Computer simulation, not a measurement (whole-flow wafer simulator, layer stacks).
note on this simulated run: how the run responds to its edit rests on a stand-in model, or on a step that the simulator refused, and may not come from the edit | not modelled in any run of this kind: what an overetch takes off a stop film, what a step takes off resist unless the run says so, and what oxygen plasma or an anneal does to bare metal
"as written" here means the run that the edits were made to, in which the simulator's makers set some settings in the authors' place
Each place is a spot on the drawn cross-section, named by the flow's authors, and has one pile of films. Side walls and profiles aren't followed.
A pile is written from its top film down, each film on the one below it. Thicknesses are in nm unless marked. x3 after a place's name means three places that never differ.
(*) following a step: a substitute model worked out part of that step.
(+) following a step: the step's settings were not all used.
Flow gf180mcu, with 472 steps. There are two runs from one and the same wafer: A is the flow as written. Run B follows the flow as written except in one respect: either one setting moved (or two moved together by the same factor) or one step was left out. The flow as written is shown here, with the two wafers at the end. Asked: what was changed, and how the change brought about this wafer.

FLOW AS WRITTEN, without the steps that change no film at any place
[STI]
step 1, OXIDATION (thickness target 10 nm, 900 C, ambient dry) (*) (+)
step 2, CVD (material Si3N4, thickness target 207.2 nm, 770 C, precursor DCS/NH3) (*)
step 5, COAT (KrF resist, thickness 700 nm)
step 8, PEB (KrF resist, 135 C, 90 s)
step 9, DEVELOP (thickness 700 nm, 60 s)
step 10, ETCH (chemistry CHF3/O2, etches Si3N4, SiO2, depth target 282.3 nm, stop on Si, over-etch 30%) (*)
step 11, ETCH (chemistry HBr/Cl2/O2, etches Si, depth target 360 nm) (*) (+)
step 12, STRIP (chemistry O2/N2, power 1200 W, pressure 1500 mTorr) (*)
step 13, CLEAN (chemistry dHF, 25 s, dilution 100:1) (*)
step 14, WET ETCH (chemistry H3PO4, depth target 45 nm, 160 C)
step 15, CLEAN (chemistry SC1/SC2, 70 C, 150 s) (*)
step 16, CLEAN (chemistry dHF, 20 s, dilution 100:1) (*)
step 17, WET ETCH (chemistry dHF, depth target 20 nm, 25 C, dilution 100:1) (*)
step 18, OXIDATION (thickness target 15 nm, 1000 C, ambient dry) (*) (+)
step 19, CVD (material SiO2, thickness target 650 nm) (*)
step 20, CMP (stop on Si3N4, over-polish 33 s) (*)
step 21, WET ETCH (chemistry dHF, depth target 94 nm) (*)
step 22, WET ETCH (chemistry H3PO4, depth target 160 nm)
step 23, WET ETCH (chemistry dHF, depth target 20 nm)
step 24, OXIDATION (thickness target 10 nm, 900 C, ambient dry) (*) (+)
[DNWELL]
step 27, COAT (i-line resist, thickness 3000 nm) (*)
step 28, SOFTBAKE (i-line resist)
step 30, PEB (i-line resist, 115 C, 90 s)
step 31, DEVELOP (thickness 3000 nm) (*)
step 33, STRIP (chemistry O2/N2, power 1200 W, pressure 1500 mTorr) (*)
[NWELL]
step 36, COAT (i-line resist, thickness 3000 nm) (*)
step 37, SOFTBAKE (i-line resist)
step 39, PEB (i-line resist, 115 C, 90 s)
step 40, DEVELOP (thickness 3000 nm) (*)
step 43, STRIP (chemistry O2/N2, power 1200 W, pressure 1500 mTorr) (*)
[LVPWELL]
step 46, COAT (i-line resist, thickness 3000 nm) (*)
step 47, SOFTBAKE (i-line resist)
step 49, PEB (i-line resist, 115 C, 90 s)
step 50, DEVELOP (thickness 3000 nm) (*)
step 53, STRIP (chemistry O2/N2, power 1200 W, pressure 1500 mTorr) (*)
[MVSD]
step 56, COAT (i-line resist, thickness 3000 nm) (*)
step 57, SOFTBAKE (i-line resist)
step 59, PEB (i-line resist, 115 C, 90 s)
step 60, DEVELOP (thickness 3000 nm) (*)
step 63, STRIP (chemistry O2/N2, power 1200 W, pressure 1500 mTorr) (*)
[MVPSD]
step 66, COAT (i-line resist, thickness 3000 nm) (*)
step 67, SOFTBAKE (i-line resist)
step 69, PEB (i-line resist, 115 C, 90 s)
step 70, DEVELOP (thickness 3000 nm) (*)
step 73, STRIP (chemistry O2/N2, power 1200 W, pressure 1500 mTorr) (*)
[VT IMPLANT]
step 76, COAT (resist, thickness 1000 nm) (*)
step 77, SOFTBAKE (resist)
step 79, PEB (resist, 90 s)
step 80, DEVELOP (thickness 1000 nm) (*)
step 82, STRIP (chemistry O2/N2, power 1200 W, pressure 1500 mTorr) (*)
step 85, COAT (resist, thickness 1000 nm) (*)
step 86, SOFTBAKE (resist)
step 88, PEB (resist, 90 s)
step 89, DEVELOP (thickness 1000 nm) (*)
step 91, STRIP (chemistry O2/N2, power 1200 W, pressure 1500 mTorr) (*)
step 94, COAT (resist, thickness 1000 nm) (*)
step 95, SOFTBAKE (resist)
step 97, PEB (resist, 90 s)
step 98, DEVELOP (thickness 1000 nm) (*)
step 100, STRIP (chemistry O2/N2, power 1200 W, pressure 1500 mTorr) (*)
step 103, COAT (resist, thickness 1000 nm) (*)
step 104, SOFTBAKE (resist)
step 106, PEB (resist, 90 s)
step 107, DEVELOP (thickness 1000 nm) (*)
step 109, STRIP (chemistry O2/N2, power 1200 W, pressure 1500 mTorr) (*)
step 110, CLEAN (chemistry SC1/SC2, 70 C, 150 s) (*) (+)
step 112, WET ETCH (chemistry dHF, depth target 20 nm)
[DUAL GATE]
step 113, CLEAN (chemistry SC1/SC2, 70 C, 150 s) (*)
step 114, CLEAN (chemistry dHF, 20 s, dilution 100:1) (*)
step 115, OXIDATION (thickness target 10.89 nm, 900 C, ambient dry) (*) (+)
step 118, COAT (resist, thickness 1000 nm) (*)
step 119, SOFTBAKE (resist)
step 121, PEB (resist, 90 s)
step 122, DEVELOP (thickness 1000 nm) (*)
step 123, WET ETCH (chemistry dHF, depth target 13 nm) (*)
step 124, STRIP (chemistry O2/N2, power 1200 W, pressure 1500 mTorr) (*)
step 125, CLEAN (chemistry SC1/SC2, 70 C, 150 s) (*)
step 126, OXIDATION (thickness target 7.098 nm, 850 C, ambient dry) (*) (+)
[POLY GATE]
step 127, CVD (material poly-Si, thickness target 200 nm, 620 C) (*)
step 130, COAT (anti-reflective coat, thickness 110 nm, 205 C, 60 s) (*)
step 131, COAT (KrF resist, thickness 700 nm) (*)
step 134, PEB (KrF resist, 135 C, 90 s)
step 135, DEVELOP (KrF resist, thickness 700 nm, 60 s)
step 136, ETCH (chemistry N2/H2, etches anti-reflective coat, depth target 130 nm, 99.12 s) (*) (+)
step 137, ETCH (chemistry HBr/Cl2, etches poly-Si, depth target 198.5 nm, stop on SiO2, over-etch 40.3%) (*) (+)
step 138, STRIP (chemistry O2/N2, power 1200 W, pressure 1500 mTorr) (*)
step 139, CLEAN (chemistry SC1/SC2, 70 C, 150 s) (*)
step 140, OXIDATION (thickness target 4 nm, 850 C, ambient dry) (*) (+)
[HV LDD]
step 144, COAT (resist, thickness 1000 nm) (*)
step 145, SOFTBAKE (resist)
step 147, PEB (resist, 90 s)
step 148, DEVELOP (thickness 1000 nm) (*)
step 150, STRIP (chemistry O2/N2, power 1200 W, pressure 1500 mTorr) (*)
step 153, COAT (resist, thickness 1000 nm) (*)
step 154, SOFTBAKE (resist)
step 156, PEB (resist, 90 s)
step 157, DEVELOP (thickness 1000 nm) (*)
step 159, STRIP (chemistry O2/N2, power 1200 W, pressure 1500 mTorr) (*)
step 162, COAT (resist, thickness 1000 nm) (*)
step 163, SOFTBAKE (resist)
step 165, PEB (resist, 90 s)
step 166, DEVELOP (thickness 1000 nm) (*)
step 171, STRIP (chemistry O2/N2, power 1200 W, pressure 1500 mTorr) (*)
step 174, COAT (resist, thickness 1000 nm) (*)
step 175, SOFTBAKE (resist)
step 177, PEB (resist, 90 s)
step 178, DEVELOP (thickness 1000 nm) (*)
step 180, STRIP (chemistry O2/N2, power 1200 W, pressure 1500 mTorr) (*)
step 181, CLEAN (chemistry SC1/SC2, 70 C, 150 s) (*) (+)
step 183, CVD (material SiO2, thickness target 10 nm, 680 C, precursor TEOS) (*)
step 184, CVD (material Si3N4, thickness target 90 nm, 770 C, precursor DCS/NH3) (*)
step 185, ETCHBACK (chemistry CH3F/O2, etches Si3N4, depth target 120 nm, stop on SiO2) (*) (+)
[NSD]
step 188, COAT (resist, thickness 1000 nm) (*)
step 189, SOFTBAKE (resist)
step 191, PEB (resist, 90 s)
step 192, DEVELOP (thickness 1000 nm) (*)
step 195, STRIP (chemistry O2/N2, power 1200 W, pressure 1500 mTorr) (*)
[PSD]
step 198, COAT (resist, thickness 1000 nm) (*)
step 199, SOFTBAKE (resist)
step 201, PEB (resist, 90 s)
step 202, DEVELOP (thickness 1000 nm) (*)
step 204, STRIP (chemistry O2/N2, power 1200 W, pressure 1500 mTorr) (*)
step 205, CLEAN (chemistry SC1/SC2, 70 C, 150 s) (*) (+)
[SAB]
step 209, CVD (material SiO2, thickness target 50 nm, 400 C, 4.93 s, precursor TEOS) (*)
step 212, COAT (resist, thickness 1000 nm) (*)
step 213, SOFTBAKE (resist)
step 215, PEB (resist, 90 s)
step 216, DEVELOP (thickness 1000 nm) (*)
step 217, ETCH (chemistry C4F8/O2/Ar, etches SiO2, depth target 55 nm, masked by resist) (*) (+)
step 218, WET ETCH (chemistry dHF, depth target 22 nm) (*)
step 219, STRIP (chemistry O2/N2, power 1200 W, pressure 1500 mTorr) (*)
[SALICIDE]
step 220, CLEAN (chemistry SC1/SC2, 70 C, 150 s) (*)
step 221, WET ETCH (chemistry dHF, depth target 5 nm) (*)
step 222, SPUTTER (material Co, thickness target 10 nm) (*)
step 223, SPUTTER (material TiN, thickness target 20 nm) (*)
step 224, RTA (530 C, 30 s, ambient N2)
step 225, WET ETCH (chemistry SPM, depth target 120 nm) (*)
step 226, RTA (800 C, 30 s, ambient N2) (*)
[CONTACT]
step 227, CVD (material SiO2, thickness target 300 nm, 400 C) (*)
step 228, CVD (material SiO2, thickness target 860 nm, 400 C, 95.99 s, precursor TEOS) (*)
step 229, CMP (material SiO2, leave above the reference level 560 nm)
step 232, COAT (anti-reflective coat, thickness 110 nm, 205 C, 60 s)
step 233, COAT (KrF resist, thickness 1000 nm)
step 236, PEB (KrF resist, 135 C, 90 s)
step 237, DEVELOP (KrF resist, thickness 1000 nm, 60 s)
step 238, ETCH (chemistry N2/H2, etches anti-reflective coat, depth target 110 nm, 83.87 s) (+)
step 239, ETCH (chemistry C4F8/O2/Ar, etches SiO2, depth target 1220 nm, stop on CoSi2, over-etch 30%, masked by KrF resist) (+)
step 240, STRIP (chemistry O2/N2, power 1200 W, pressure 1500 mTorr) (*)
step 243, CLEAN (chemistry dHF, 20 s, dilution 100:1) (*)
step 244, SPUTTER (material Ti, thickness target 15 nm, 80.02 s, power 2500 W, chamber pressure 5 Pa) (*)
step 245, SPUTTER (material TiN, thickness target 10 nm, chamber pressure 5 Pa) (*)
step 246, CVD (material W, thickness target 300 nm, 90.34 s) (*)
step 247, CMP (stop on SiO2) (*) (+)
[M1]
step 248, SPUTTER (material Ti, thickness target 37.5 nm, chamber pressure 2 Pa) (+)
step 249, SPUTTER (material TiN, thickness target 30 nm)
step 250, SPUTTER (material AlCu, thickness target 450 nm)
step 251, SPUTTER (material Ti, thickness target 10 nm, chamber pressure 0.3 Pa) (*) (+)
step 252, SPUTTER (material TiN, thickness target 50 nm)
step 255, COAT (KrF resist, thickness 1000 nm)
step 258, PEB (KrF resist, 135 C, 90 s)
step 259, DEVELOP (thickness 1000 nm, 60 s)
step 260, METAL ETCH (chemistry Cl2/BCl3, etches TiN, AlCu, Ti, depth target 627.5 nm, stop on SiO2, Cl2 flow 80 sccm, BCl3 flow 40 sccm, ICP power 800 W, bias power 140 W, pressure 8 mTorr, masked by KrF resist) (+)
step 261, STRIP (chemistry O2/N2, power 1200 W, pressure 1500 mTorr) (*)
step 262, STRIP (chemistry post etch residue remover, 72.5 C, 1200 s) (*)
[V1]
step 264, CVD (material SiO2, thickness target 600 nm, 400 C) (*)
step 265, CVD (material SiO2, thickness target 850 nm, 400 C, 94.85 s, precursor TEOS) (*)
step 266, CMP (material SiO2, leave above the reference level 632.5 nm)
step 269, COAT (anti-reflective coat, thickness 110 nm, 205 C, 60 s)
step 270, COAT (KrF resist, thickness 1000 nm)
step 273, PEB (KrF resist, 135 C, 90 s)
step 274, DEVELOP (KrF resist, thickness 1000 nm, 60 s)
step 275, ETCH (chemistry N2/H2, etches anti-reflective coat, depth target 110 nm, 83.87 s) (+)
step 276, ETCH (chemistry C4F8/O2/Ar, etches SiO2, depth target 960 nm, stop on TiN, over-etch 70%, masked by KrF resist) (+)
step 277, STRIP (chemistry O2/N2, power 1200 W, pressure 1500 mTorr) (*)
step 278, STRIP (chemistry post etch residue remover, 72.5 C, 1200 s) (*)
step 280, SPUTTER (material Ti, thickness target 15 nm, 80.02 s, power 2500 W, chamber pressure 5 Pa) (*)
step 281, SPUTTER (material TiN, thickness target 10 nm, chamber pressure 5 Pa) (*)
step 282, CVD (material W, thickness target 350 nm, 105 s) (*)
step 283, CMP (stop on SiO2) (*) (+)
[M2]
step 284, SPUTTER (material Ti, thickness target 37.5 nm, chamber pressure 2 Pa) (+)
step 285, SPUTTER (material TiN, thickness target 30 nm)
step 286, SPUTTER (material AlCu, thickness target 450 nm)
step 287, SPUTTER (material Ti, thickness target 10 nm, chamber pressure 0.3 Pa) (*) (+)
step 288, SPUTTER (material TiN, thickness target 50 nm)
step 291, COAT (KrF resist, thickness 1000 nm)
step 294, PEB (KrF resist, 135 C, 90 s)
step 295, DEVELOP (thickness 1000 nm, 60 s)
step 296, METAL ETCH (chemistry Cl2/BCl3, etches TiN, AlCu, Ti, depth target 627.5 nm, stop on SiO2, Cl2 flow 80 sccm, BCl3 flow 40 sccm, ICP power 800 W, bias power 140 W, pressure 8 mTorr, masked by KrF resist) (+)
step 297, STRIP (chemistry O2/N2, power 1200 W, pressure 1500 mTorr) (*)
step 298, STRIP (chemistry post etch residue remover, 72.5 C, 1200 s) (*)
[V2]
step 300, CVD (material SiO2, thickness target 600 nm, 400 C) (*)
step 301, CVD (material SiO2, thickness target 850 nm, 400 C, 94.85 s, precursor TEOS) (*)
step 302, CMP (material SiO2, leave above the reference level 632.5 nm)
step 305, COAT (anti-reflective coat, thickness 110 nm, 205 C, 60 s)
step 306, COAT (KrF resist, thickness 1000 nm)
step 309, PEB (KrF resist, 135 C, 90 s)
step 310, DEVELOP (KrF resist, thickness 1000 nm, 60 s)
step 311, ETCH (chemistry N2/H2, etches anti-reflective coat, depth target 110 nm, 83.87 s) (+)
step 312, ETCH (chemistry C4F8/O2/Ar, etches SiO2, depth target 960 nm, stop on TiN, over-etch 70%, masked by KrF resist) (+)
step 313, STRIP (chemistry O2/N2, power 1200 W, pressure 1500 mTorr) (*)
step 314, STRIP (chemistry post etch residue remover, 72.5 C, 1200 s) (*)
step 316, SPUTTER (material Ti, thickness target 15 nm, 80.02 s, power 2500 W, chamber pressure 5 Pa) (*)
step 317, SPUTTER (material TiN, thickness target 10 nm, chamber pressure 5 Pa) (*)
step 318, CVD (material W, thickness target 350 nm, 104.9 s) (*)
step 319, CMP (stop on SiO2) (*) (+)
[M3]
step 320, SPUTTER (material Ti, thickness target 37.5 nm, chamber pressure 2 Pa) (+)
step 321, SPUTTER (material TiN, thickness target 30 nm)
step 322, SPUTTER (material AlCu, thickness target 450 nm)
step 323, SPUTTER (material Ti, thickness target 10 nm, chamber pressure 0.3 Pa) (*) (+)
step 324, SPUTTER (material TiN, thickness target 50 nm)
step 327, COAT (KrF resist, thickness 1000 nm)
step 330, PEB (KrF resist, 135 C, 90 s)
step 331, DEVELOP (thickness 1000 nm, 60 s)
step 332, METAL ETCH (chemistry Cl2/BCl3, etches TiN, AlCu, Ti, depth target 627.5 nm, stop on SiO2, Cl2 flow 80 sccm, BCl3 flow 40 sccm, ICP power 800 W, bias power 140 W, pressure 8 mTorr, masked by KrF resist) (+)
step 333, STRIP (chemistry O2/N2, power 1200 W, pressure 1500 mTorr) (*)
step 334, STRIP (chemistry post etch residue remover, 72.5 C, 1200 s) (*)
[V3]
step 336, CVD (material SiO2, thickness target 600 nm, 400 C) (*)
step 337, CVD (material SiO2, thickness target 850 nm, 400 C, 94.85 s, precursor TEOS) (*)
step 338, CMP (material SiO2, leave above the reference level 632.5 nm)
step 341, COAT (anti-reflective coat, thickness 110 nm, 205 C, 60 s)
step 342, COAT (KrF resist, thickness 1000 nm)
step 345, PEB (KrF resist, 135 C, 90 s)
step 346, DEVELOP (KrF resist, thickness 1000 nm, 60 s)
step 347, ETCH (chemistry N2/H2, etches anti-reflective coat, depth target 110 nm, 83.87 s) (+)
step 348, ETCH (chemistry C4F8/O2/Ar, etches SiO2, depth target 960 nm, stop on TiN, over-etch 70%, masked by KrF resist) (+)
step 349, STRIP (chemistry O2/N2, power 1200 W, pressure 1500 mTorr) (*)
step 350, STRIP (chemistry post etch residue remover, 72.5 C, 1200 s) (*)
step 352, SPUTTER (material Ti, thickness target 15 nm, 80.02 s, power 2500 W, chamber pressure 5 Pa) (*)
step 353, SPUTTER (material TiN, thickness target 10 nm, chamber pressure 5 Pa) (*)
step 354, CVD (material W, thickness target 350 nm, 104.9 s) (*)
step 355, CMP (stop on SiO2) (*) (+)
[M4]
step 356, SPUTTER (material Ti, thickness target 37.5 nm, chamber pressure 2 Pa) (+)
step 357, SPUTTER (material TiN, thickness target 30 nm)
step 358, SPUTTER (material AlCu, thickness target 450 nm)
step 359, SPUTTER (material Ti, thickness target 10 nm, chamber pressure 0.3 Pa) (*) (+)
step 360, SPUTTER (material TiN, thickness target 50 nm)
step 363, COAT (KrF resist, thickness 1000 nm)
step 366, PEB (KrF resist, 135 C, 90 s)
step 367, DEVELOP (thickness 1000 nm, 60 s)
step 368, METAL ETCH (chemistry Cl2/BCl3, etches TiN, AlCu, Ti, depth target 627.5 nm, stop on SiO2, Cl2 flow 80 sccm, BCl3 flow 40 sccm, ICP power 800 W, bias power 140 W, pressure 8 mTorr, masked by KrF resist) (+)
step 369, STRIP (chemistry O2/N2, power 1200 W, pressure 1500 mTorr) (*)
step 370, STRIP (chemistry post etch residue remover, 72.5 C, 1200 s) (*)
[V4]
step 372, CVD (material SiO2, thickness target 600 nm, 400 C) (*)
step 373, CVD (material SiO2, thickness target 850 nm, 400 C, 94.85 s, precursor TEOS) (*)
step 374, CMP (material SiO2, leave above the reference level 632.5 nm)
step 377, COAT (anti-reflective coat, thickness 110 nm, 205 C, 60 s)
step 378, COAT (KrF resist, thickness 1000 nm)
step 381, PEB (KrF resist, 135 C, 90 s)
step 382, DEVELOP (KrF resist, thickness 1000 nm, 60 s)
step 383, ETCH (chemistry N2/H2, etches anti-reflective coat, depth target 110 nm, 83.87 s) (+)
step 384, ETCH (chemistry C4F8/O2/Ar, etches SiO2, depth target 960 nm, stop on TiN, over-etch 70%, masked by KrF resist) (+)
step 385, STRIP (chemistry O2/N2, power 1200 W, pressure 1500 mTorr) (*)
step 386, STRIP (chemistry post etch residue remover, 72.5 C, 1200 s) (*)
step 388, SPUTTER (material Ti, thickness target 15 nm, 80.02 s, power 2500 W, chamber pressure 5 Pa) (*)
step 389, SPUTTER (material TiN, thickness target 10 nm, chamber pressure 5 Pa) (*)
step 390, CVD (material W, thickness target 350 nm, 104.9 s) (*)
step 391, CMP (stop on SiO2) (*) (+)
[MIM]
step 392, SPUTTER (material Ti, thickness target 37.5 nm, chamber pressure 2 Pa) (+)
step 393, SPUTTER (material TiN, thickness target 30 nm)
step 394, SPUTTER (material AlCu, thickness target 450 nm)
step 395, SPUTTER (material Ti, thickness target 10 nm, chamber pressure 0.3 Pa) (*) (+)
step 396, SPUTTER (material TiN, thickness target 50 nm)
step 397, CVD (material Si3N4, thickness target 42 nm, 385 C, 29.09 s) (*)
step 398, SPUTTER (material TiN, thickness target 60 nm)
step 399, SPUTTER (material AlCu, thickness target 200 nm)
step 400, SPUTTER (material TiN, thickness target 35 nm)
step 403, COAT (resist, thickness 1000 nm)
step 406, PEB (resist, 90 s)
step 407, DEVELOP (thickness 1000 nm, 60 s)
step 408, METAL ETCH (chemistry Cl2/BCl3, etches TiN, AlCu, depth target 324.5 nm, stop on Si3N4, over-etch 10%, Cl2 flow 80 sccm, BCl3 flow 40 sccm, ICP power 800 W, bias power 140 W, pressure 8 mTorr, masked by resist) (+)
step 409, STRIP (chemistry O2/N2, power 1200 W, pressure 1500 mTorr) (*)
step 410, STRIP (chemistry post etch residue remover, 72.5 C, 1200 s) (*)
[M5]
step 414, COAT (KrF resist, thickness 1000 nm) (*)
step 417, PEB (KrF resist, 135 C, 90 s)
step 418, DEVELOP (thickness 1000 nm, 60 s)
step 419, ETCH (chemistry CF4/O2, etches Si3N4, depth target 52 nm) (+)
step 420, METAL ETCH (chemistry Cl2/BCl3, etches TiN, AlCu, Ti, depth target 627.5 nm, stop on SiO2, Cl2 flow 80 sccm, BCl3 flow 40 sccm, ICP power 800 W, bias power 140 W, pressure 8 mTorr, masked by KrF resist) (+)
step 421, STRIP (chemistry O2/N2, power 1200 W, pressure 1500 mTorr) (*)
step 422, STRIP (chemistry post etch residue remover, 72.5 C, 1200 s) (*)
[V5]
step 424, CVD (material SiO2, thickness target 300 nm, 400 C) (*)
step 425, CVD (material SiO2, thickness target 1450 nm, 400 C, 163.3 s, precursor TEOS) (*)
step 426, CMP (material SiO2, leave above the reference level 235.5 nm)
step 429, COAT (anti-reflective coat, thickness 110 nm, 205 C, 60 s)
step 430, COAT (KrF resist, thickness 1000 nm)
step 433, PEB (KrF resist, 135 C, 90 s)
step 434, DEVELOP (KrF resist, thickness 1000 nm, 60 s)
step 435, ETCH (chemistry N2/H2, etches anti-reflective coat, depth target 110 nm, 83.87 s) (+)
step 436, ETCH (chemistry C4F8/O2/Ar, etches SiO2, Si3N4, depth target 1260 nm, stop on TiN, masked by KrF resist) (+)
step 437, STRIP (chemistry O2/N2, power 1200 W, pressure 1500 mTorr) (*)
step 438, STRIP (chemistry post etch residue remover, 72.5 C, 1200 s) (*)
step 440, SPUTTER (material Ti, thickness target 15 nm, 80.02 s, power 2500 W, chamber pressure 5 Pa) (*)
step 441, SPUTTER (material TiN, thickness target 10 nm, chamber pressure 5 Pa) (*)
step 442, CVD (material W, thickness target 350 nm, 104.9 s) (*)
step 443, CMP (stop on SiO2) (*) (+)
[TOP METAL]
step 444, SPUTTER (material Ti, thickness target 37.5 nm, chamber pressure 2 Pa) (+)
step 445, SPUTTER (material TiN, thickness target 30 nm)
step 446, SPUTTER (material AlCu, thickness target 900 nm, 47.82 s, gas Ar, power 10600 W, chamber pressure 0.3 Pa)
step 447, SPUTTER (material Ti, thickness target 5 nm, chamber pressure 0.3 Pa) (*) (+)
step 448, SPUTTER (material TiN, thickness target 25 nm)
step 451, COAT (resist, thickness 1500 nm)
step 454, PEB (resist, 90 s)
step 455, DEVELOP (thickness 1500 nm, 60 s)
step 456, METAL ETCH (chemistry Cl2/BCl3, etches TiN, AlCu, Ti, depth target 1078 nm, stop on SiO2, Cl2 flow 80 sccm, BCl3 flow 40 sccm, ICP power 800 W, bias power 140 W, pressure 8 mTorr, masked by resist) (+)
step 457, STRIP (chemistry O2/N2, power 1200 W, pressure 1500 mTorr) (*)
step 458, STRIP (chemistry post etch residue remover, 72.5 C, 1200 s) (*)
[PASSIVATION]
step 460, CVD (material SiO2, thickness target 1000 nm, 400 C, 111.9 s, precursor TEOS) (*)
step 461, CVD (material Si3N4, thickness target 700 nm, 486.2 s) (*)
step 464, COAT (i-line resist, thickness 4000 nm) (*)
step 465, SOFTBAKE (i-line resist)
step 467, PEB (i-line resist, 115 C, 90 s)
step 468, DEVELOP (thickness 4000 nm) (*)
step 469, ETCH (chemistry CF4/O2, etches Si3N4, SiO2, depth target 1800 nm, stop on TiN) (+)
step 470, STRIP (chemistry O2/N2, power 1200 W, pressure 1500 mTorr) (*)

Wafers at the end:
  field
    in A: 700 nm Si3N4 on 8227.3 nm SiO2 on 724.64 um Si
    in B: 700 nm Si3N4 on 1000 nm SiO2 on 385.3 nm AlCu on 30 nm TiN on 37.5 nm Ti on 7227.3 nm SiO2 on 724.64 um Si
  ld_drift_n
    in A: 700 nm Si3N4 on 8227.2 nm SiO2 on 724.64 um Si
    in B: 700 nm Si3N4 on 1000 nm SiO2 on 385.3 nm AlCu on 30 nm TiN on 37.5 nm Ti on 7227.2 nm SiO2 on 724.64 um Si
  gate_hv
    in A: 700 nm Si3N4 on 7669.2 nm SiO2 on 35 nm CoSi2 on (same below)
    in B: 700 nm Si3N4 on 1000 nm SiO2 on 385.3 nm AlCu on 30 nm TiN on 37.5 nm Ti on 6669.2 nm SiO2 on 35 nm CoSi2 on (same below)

What caused this: step 456, METAL ETCH: depth target 539 nm was run, while the flow as written has depth target 1078 nm.

Step by step, how the change led to this:
  step 456, METAL ETCH (chemistry Cl2/BCl3, etches TiN, AlCu, Ti, depth target 1078 nm, stop on SiO2, Cl2 flow 80 sccm, BCl3 flow 40 sccm, ICP power 800 W, bias power 140 W, pressure 8 mTorr, masked by resist) (+)
      field, field__w1, field__w2 and 103 more: A -25 TiN (all of it), -5 Ti (all of it), -900 AlCu (all of it), -30 TiN (all of it), -37.5 Ti (all of it) | B -25 TiN (all of it), -5 Ti (all of it), -509 AlCu
      field__w8, contact, m1, m1__w1, pad, m1_nw: A -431 resist | B -215.6 resist
  step 457, STRIP (chemistry O2/N2, power 1200 W, pressure 1500 mTorr) (*)
      field__w8, contact, m1, m1__w1, pad, m1_nw: A -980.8 resist (all of it) | B -1196.2 resist (all of it)
  step 458, STRIP (chemistry post etch residue remover, 72.5 C, 1200 s) (*)
      field, field__w1, field__w2 and 103 more: A nothing | B -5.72 AlCu
  step 460, CVD (material SiO2, thickness target 1000 nm, 400 C, 111.9 s, precursor TEOS) (*)
      field, field__w1, field__w2 and 103 more: A +1000 SiO2 | B +1000 SiO2 (new film)
  step 464, COAT (i-line resist, thickness 4000 nm) (*)
      field: A +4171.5 i-line resist (new film) | B +4079.8 i-line resist (new film)
      field__w8: A +3093.1 i-line resist (new film) | B +3498.2 i-line resist (new film)
      (also at 7 further places)
  step 465, SOFTBAKE (i-line resist)
      active: A +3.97 i-line resist | B nothing
      field__w5, field__w9: A +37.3 i-line resist | B +16.9 i-line resist
      (also at 66 further places)
  step 467, PEB (i-line resist, 115 C, 90 s)
      field__w8, m1__w1: A -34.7 i-line resist | B -42 i-line resist
      contact, m1: A -35.1 i-line resist | B -42.2 i-line resist
      (also at 2 further places)
  step 468, DEVELOP (thickness 4000 nm) (*)
      pad: A -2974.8 i-line resist (all of it) | B -3417 i-line resist (all of it)
  step 470, STRIP (chemistry O2/N2, power 1200 W, pressure 1500 mTorr) (*)
      field__w8, m1__w1: A -1787.7 i-line resist (all of it) | B -2224.1 i-line resist (all of it)
      contact: A -1811.2 i-line resist (all of it) | B -2234.1 i-line resist (all of it)
      (also at 2 further places)
With metal films that touch counted as one body, field has 1 body; the flow as written gives 0 bodies.
With metal films that touch counted as one body, ld_drift_n has 1 body; the flow as written gives 0 bodies.
With metal films that touch counted as one body, gate_hv has 2 bodies (between them, from the top down: SiO2 6669.2); the flow as written gives 1 body.
